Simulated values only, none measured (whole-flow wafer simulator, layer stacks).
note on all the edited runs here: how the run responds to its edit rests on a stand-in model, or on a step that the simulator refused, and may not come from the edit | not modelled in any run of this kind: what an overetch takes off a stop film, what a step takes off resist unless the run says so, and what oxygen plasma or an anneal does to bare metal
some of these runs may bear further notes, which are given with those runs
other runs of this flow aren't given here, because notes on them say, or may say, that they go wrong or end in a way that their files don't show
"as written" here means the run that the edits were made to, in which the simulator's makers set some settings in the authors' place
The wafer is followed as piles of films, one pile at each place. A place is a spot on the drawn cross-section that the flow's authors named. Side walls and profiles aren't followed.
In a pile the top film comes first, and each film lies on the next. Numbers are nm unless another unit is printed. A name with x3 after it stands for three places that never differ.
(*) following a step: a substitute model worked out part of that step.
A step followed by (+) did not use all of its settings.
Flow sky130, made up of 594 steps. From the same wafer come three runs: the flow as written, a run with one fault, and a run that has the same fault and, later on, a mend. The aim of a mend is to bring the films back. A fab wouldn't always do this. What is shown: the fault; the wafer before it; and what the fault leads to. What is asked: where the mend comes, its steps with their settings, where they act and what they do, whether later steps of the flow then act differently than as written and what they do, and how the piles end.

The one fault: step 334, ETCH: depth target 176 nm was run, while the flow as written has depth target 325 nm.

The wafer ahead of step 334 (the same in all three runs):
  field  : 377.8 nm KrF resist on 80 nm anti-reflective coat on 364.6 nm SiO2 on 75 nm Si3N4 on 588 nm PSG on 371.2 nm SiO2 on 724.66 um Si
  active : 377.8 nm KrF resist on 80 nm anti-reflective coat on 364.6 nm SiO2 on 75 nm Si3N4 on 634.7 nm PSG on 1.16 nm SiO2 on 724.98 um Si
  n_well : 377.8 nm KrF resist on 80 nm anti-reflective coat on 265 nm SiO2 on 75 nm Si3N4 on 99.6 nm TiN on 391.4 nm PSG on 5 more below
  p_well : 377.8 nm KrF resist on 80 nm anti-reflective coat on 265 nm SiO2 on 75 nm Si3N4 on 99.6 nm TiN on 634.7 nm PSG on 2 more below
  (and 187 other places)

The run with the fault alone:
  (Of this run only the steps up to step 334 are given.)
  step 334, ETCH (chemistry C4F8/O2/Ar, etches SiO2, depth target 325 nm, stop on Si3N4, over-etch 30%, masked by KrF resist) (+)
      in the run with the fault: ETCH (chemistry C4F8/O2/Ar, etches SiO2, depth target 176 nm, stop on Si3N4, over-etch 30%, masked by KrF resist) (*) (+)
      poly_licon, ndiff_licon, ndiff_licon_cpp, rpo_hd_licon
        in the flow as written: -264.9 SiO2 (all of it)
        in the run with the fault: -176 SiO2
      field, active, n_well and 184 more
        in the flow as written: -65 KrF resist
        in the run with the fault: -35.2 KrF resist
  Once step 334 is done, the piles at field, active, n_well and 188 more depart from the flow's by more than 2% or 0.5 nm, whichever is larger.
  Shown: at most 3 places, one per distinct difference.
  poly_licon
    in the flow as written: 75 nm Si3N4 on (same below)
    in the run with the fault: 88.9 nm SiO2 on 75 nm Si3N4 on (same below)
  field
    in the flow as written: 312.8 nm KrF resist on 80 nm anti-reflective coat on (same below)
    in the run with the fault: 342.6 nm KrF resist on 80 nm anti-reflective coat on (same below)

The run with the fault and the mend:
  The mend stands after step 334.
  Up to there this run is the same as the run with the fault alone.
  step 334a, ETCH (chemistry C4F8/O2/Ar, etches SiO2, depth target 149 nm, stop on Si3N4, over-etch 30%, masked by KrF resist) (+) (the flow's step 334, run once more with other settings)
      field, active, n_well and 184 more
        -29.8 KrF resist
      poly_licon, ndiff_licon, ndiff_licon_cpp, rpo_hd_licon
        -88.9 SiO2 (all of it)
  None of the later steps of the flow acts differently than as written at any place that is followed.
  By the end, the piles equal the flow's at every place that both follow.
